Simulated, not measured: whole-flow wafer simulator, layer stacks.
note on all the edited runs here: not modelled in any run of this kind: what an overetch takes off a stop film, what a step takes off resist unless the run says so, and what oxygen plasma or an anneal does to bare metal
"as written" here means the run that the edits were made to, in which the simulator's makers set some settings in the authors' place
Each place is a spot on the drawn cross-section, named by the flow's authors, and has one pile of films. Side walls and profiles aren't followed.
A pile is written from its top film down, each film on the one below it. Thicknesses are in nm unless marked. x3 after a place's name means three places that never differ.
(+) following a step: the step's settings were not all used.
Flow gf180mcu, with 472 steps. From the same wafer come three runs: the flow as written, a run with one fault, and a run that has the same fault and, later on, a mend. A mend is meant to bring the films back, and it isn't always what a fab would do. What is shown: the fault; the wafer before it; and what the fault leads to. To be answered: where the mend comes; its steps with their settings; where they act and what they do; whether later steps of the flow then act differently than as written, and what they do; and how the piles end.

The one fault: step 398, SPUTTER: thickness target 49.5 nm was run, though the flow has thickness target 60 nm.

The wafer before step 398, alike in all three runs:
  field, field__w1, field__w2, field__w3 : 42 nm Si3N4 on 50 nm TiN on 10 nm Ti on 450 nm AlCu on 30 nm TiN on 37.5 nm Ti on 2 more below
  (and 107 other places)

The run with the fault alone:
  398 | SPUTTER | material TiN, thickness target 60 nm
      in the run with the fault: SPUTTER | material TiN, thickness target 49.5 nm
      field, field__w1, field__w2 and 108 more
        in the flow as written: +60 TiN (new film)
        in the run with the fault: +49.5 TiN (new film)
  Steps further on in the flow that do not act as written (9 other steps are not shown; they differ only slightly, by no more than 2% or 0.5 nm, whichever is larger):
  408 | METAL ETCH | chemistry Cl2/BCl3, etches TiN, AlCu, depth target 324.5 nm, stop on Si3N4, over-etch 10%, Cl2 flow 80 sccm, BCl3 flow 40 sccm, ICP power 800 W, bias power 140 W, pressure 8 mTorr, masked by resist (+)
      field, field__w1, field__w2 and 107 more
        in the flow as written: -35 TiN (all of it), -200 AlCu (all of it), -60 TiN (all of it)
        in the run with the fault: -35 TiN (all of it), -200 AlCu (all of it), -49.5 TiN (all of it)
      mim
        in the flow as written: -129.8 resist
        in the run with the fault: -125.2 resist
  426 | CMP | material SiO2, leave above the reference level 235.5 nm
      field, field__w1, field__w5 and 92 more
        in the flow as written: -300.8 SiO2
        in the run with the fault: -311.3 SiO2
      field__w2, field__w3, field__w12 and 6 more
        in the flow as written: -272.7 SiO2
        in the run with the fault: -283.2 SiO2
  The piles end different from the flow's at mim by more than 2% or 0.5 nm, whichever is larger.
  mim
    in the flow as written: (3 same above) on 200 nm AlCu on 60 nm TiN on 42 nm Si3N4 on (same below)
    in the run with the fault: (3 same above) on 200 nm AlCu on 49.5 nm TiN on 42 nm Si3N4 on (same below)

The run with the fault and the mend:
  After step 398 comes the mend.
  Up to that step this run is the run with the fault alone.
  398a | SPUTTER | material TiN, thickness target 10.5 nm (the flow's step 398, run once more with other settings)
      field, field__w1, field__w2 and 108 more
        +10.5 TiN
  Later steps of the flow that are run all act as written at every place that is followed.
  By the end, the piles equal the flow's at every place that both follow.
